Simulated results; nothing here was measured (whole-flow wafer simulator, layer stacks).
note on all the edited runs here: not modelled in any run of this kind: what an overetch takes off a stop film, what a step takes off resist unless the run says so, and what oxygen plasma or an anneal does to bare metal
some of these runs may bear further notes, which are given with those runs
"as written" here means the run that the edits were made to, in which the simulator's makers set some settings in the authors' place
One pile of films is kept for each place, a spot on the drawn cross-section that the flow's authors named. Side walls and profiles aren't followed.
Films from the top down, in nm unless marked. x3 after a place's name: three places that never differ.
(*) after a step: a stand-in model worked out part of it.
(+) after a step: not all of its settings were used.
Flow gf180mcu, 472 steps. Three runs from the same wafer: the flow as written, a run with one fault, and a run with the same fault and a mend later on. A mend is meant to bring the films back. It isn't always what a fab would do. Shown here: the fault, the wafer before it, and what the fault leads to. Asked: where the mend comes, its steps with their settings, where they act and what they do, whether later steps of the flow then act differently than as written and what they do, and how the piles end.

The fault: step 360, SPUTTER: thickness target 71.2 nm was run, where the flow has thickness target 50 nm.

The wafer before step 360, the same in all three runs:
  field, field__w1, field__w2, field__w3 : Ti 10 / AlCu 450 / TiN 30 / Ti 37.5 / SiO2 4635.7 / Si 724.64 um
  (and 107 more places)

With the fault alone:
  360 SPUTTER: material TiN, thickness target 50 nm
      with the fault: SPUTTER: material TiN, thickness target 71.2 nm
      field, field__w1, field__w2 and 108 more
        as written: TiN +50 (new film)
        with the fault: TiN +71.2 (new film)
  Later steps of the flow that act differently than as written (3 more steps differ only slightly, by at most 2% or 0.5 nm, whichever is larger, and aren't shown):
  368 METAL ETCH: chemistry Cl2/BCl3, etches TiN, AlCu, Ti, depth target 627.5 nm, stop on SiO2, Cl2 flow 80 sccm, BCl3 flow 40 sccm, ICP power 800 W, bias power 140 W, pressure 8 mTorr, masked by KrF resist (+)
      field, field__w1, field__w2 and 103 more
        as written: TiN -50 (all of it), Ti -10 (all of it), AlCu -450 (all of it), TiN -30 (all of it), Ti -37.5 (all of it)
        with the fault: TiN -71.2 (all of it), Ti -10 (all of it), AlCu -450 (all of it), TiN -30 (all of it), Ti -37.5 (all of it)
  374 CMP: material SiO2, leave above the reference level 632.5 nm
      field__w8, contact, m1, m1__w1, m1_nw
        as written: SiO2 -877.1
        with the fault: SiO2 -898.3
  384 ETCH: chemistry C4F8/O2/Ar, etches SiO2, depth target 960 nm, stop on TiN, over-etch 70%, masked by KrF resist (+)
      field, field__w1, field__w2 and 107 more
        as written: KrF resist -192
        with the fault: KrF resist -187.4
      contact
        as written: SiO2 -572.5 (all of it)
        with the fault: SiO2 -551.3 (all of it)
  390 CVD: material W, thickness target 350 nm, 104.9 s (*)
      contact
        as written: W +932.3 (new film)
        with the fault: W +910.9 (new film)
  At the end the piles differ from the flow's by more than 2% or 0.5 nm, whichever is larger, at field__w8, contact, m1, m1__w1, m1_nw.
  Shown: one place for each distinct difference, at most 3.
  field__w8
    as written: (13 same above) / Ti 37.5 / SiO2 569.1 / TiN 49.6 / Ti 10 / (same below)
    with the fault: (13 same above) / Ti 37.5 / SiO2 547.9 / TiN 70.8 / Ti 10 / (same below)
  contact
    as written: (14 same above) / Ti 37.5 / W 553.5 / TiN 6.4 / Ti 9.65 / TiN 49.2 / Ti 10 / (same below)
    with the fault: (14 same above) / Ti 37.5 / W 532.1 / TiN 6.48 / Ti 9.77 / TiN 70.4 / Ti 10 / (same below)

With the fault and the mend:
  The mend comes after step 367.
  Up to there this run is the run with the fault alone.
  367a STRIP: chemistry O2/N2, power 2160 W, pressure 1700 mTorr (*)
      field__w8, contact, m1, m1__w1, m1_nw
        KrF resist -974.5 (all of it)
  367b METAL ETCH: chemistry Cl2/BCl3, etches TiN, AlCu, Ti, depth target 21.2 nm, Cl2 flow 80 sccm, BCl3 flow 40 sccm, ICP power 800 W, bias power 140 W, pressure 8 mTorr (the flow's step 260 once more, with other settings)
      field, field__w1, field__w2 and 108 more
        TiN -21.2
  367c HMDS: 120 C, 60 s (the flow's step 362 once more)
      changes no film at any place that is followed
  367d COAT: KrF resist, thickness 1000 nm (the flow's step 363 once more)
      field, field__w1, field__w2 and 108 more
        KrF resist +1000 (new film)
  367e SOFTBAKE: KrF resist (the flow's step 364 once more)
      changes no film at any place that is followed
  367f EXPOSE: photomask Metal4 (the flow's step 365 once more)
      changes no film at any place that is followed
  367g PEB: KrF resist, 135 C, 90 s (the flow's step 366 once more)
      field, field__w1, field__w2 and 108 more
        KrF resist -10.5
  367h DEVELOP: thickness 1000 nm, 60 s (the flow's step 367 once more)
      field, field__w1, field__w2 and 103 more
        KrF resist -989.5 (all of it)
      field__w8, contact, m1, m1__w1, m1_nw
        KrF resist -14.9
  No later step of the flow acts differently than as written at any place that is followed.
  At the end the piles are the same as the flow's at every place that both follow.
